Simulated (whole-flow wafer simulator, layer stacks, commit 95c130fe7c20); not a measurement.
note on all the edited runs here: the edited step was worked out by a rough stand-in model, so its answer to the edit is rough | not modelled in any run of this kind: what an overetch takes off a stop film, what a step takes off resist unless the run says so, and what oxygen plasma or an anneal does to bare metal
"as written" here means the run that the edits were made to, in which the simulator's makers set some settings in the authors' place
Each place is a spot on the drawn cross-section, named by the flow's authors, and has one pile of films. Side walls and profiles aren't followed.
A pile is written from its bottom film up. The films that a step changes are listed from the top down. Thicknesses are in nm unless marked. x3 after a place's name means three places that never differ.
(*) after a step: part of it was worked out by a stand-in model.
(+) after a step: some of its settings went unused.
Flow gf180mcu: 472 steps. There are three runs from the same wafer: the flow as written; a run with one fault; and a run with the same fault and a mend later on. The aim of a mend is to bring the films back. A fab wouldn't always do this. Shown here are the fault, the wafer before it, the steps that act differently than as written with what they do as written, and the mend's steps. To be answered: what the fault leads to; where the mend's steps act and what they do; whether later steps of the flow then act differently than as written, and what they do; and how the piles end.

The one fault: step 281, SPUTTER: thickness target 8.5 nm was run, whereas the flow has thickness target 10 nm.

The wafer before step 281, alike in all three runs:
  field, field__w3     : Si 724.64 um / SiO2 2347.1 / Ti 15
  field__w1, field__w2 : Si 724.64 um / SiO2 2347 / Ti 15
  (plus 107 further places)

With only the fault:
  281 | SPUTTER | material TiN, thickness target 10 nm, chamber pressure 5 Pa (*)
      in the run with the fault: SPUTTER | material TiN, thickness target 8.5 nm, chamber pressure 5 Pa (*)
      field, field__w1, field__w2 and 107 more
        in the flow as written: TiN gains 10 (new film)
        in the run with the fault: TiN gains 8.5 (new film)
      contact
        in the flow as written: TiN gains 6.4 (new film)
        in the run with the fault: TiN gains 5.45 (new film)
  Steps further on in the flow that do not act as written (1 other step is not shown; it differs only slightly, by no more than 2% or 0.5 nm, whichever is larger):
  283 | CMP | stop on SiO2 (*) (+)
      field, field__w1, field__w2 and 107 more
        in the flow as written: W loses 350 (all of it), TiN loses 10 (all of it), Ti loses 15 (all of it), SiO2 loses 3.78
        in the run with the fault: W loses 350 (all of it), TiN loses 8.5 (all of it), Ti loses 15 (all of it), SiO2 loses 3.77
  By the end, the piles at contact depart from the flow's by more than 2% or 0.5 nm, whichever is larger.
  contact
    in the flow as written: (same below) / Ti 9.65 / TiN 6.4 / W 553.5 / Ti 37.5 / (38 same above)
    in the run with the fault: (same below) / Ti 9.65 / TiN 5.45 / W 554.5 / Ti 37.5 / (38 same above)

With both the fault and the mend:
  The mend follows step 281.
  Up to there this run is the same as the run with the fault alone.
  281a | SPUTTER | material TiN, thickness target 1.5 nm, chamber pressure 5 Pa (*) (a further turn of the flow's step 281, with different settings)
      field, field__w1, field__w2 and 107 more
        TiN gains 1.5
      contact
        TiN gains 0.96
  None of the later steps of the flow acts differently than as written at any place that is followed.
  At every place that both follow, the piles at the end match the flow's.
